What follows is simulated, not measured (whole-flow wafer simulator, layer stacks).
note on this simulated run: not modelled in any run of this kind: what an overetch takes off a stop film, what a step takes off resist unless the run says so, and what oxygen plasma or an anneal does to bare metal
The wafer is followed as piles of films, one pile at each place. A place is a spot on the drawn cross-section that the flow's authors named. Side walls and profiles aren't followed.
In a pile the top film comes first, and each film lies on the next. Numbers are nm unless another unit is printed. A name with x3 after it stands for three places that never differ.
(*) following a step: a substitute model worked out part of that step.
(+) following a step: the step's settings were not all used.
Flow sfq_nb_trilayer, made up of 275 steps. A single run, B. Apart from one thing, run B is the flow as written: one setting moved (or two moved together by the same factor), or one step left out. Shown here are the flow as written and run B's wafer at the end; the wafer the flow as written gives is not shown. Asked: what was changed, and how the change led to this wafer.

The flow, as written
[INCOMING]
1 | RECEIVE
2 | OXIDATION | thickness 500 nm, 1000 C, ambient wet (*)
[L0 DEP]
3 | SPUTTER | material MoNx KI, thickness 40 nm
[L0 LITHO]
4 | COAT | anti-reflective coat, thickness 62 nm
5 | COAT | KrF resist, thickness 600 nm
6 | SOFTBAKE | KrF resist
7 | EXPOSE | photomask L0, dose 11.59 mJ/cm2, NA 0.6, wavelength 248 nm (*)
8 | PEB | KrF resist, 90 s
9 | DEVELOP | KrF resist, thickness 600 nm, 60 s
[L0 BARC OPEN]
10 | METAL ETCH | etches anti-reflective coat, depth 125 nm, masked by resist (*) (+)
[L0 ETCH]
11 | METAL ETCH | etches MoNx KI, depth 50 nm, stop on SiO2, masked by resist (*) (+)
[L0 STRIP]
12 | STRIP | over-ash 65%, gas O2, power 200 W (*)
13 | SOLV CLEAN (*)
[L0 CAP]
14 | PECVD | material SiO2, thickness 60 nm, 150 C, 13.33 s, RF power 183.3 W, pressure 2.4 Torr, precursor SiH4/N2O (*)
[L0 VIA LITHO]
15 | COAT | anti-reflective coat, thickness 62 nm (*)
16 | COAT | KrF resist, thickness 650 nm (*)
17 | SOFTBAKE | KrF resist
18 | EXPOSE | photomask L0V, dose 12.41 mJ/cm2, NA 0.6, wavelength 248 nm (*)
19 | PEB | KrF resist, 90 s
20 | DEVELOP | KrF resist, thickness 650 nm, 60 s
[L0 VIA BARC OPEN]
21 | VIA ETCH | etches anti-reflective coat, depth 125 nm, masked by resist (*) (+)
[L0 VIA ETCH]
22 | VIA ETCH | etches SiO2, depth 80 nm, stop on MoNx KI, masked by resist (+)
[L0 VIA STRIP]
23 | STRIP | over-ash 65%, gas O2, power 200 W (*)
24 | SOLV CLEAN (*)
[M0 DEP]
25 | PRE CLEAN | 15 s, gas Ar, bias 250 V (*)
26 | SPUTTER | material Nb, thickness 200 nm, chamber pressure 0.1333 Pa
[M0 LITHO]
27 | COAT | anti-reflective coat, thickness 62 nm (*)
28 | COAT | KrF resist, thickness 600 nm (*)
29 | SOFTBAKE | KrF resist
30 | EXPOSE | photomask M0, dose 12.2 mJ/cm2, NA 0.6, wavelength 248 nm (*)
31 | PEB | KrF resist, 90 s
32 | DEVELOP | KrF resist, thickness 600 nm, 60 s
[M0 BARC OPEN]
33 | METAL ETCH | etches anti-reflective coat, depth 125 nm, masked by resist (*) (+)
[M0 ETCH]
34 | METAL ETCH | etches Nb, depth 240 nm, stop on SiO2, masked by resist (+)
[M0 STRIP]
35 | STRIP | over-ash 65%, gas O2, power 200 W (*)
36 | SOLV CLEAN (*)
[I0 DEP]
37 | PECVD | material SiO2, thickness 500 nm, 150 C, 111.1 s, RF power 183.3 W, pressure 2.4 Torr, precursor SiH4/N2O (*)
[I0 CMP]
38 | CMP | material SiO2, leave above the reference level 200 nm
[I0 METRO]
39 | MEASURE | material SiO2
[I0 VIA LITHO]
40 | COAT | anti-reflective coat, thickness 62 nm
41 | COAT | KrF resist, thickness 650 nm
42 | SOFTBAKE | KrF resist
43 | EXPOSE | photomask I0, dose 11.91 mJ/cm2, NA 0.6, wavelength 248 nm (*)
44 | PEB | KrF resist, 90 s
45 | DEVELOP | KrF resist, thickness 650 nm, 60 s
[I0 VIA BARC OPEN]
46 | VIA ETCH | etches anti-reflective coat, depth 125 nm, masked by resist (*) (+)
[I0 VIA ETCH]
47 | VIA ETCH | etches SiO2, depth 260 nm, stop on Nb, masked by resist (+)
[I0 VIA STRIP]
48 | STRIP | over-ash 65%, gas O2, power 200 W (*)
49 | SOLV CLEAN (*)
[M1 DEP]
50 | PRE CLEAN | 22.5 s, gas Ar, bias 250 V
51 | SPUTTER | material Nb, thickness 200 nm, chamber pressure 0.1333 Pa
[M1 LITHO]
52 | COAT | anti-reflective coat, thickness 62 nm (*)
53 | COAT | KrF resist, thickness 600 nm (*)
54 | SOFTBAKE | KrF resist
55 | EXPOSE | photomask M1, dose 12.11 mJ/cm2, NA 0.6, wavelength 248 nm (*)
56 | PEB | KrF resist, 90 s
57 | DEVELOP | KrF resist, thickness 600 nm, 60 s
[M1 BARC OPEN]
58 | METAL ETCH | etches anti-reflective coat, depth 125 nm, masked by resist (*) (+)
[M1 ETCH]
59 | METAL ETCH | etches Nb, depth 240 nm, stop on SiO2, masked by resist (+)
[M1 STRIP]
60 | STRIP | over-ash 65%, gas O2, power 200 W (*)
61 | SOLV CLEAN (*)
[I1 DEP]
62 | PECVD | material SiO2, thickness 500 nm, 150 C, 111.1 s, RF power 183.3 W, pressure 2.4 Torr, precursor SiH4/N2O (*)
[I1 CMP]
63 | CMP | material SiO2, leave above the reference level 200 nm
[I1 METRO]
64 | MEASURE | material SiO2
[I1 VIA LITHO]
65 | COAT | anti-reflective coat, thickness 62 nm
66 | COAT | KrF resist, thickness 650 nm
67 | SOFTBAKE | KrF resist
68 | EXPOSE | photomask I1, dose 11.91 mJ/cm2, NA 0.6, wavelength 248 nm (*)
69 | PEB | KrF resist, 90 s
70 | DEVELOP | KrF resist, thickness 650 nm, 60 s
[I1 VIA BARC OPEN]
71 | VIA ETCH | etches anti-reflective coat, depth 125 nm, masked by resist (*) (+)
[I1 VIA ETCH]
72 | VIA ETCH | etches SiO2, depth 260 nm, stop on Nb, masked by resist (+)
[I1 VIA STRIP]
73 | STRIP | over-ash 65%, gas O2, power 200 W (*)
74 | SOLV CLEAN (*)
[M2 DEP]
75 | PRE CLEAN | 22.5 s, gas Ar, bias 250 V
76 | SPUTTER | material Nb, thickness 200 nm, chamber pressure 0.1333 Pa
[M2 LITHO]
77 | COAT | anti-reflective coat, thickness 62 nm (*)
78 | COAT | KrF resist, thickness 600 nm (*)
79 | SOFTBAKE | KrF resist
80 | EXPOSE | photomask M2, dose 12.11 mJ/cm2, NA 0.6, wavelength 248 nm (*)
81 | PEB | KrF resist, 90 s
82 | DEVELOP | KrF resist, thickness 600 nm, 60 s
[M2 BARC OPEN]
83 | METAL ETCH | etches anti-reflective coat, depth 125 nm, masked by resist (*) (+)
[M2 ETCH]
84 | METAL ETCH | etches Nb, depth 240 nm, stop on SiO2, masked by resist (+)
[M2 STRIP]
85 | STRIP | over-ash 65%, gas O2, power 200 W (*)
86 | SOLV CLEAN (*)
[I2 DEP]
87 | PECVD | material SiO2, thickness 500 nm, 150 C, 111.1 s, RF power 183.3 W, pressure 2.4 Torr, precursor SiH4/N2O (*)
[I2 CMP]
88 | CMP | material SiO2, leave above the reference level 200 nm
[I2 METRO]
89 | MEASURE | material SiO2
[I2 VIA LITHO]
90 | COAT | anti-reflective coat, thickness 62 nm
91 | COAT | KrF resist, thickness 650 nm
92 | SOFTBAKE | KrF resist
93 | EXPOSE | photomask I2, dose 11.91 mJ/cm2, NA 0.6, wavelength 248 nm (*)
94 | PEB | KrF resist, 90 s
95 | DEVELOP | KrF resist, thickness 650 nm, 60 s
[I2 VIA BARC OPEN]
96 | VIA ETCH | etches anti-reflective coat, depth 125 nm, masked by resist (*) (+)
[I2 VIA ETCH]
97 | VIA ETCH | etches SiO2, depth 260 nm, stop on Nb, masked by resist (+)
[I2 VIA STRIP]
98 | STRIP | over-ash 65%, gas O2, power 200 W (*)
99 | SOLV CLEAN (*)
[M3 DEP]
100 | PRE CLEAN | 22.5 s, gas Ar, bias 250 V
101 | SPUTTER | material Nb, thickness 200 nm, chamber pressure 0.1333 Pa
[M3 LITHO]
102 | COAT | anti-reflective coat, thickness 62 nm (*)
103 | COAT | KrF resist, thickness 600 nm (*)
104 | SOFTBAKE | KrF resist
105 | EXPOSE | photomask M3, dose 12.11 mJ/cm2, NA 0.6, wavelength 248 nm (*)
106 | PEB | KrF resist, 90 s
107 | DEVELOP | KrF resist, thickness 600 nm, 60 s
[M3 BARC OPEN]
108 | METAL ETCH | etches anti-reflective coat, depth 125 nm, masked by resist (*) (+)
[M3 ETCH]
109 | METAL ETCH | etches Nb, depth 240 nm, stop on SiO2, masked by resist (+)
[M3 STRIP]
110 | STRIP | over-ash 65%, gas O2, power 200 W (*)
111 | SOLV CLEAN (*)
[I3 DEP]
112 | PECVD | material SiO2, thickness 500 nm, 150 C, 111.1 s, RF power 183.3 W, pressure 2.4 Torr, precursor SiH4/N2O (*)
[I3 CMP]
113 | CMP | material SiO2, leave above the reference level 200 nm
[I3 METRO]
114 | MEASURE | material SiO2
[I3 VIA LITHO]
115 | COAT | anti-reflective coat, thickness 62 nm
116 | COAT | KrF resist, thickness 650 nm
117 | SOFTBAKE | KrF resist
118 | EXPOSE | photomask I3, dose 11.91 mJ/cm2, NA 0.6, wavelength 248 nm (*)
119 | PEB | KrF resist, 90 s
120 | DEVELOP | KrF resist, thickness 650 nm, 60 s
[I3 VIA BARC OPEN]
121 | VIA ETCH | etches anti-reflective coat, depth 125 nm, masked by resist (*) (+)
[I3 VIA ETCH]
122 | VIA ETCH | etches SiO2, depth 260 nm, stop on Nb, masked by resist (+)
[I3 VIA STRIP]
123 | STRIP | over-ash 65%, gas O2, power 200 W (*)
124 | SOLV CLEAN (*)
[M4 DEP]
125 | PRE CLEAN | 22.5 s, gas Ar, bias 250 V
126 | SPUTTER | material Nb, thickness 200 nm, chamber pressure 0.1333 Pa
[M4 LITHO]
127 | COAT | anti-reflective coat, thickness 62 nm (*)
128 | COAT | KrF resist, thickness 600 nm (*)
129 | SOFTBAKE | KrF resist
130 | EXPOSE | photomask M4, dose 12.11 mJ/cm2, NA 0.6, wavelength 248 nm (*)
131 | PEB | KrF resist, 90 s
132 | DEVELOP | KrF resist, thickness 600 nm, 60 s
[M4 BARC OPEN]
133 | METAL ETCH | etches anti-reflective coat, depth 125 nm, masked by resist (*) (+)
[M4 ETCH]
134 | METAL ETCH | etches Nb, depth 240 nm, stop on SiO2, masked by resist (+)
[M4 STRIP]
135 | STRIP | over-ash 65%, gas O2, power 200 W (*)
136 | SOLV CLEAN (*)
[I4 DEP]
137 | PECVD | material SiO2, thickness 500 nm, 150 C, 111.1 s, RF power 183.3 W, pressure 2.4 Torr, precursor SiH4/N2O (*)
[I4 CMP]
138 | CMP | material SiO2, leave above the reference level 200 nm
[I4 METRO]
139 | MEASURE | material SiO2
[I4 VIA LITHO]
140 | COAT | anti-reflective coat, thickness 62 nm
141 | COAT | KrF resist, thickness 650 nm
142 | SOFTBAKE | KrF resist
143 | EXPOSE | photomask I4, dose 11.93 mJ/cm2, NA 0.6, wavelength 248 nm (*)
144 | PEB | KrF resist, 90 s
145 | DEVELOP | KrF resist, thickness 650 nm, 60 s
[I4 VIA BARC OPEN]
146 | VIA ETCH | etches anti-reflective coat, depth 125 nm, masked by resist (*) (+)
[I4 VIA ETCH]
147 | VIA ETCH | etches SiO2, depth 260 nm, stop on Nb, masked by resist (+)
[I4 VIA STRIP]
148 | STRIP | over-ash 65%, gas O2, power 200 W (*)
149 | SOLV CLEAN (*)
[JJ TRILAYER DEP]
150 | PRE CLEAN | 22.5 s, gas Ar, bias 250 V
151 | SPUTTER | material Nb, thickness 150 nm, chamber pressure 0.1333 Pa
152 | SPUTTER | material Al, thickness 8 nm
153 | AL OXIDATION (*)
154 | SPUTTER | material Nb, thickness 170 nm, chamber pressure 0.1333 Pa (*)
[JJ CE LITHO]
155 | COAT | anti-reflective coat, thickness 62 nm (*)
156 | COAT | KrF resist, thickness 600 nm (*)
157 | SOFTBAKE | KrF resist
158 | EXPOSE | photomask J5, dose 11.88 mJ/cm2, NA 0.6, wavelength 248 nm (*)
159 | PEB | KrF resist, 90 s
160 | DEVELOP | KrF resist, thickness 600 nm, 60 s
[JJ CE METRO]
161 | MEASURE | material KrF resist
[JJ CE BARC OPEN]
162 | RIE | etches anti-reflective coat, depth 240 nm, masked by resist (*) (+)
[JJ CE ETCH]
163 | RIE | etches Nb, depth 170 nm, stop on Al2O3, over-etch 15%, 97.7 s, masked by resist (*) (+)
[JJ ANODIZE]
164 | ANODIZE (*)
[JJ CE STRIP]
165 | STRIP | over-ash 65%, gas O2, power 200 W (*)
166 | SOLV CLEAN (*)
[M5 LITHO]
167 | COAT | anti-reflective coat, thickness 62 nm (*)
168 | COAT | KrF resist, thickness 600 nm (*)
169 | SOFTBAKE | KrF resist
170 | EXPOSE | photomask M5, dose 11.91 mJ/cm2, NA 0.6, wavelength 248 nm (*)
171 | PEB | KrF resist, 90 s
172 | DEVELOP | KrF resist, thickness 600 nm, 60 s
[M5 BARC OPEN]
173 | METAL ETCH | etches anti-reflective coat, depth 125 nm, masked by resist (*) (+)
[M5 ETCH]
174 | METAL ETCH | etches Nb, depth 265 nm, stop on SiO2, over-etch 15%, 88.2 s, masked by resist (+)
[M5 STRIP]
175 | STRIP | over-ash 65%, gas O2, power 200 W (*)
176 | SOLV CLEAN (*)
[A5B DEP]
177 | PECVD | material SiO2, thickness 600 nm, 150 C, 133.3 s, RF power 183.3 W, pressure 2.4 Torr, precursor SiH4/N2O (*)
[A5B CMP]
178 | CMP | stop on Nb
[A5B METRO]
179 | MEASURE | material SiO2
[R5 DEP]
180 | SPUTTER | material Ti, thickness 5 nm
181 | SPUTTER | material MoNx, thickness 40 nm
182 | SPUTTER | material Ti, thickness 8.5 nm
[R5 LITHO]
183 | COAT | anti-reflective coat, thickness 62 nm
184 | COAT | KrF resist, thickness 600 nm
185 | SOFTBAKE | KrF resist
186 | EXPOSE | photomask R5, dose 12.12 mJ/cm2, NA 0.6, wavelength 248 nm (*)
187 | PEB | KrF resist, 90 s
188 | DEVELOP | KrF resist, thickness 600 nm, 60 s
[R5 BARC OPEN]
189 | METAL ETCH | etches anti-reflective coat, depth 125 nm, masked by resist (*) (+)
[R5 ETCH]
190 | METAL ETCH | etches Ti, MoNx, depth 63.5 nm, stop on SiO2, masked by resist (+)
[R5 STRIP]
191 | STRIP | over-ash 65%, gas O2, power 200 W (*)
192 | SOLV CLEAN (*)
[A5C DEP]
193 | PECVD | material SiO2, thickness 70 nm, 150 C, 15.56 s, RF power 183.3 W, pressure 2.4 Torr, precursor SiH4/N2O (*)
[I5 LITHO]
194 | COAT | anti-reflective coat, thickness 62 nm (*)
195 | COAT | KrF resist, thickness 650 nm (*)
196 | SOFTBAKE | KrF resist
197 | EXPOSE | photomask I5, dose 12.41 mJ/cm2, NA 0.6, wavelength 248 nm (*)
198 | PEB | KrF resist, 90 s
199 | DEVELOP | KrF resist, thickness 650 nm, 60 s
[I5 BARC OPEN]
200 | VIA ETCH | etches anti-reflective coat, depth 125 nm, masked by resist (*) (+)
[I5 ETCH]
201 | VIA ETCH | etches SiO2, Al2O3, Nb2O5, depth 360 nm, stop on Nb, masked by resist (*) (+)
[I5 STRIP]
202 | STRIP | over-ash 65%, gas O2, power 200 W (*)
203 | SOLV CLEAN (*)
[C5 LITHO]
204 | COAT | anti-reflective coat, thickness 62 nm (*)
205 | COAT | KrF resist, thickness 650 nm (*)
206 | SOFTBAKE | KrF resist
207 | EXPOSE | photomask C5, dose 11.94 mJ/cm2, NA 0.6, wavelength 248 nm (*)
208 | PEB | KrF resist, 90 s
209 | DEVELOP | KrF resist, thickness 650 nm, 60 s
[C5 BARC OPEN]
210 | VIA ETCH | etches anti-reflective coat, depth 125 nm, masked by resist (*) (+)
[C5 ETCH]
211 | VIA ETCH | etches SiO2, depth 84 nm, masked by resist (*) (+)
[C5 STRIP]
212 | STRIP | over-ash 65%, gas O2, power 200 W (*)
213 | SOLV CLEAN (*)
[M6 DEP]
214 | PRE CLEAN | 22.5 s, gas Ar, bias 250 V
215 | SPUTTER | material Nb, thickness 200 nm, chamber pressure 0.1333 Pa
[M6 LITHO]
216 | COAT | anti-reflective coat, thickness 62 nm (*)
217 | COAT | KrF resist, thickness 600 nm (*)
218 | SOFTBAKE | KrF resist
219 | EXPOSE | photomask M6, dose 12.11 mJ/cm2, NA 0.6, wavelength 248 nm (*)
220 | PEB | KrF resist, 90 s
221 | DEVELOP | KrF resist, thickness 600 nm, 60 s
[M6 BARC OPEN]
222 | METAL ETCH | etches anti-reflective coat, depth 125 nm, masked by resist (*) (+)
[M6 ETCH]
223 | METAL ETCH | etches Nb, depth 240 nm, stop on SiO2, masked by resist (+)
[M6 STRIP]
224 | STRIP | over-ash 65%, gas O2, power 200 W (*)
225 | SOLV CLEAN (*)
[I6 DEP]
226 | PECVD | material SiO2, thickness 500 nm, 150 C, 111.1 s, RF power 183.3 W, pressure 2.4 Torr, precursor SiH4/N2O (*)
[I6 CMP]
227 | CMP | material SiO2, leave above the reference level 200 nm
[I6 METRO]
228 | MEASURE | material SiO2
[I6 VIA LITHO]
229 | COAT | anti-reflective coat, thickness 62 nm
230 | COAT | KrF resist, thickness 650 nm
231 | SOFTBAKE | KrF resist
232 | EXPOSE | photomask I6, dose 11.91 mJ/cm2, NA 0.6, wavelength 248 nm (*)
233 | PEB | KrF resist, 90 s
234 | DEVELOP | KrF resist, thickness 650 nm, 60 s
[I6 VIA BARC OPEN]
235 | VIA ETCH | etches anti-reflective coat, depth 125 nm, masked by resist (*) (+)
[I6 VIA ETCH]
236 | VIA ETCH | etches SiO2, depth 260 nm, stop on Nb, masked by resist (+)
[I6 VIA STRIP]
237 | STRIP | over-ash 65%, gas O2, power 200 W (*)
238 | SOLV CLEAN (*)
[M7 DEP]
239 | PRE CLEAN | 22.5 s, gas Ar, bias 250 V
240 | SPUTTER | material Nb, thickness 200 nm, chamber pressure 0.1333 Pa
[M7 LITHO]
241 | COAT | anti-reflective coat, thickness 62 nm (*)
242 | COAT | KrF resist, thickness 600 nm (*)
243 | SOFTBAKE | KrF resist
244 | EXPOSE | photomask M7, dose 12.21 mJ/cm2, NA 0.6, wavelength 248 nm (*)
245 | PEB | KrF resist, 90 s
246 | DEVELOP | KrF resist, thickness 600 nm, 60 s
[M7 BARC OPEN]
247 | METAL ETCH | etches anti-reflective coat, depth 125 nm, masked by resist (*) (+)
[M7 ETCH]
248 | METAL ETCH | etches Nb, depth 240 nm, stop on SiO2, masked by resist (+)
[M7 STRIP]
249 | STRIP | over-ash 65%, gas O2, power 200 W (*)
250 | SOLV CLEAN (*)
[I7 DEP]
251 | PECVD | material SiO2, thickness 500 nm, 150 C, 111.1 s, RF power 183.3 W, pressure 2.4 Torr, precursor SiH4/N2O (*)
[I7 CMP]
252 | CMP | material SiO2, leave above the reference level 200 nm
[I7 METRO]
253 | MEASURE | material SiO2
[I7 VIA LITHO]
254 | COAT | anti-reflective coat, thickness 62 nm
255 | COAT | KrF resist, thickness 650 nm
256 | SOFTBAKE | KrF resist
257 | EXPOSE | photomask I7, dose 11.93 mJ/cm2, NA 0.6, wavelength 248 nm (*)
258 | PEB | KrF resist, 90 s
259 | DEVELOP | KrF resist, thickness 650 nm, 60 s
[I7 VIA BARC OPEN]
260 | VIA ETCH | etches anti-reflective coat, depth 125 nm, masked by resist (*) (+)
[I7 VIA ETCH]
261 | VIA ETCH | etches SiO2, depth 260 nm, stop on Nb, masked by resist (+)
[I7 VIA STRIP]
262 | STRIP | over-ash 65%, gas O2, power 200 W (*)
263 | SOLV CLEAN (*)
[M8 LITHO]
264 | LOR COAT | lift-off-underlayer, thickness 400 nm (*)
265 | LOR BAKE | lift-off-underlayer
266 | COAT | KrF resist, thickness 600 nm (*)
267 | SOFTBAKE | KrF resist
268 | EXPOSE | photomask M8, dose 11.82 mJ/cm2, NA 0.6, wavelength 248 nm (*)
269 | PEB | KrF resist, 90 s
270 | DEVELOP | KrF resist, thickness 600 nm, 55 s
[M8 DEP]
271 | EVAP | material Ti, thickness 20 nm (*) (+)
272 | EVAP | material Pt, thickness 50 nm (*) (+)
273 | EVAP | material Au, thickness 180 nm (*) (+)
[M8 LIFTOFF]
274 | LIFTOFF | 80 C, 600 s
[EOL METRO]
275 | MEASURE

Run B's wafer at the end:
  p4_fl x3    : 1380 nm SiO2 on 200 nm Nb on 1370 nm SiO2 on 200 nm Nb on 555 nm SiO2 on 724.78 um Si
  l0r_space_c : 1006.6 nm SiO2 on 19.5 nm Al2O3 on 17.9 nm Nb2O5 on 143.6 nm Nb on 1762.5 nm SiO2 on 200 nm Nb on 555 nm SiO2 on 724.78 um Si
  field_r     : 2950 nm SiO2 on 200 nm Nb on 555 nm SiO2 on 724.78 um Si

The reason: step 152, SPUTTER: thickness 12.1 nm was run, while the flow as written has thickness 8 nm.

The path from the change to this, step by step:
  152 | SPUTTER | material Al, thickness 8 nm
      field_l, v_sur, via_sp and 100 more: +12.1 Al (new film) (it would be, as written: +8 Al (new film))
      via_wl, via_wr: +7.77 Al (new film) (it would be, as written: +5.14 Al (new film))
      (and at 1 other place as well)
  164 | ANODIZE (*)
      field_l, v_sur, via_sp and 96 more: +19 Al2O3, +17.9 Nb2O5 (new film), -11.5 Al (all of it), -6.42 Nb (it would be, as written: +12.2 Al2O3, +29.9 Nb2O5 (new film), -7.42 Al (all of it), -10.8 Nb)
      via_wl, via_wr: +11.9 Al2O3 (new film), +31.4 Nb2O5 (new film), -7.19 Al (all of it), -11.3 Nb (it would be, as written: +7.52 Al2O3 (new film), +39.2 Nb2O5 (new film), -4.56 Al (all of it), -14.1 Nb)
      (and at 1 other place as well)
  167 | COAT | anti-reflective coat, thickness 62 nm (*)
      ce_l: +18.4 anti-reflective coat (new film) (it would be, as written: +19.6 anti-reflective coat (new film))
      ce_r: +18.4 anti-reflective coat (new film) (it would be, as written: +19.7 anti-reflective coat (new film))
  174 | METAL ETCH | etches Nb, depth 265 nm, stop on SiO2, over-etch 15%, 88.2 s, masked by resist (+)
      field_l, r_sur, res and 50 more: -19.4 Al2O3 (all of it), -17.9 Nb2O5 (all of it), -143.6 Nb (all of it), -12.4 SiO2 (it would be, as written: -12.6 Al2O3 (all of it), -29.9 Nb2O5 (all of it), -139.2 Nb (all of it), -12.3 SiO2)
  175 | STRIP | over-ash 65%, gas O2, power 200 W (*)
      ce_l: -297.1 KrF resist (all of it), -18.4 anti-reflective coat (all of it) (it would be, as written: -299.6 KrF resist (all of it), -19.6 anti-reflective coat (all of it))
      ce_r: -297.4 KrF resist (all of it), -18.4 anti-reflective coat (all of it) (it would be, as written: -299.9 KrF resist (all of it), -19.7 anti-reflective coat (all of it))
  178 | CMP | stop on Nb
      via_wl, via_wr: -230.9 SiO2 (it would be, as written: -235.7 SiO2)
      via_w: -230.2 SiO2 (it would be, as written: -235.2 SiO2)
  201 | VIA ETCH | etches SiO2, Al2O3, Nb2O5, depth 360 nm, stop on Nb, masked by resist (*) (+)
      be: -221.4 SiO2 (all of it), -19.5 Al2O3 (all of it), -17.9 Nb2O5 (all of it) (it would be, as written: -216.4 SiO2 (all of it), -12.7 Al2O3 (all of it), -29.9 Nb2O5 (all of it))
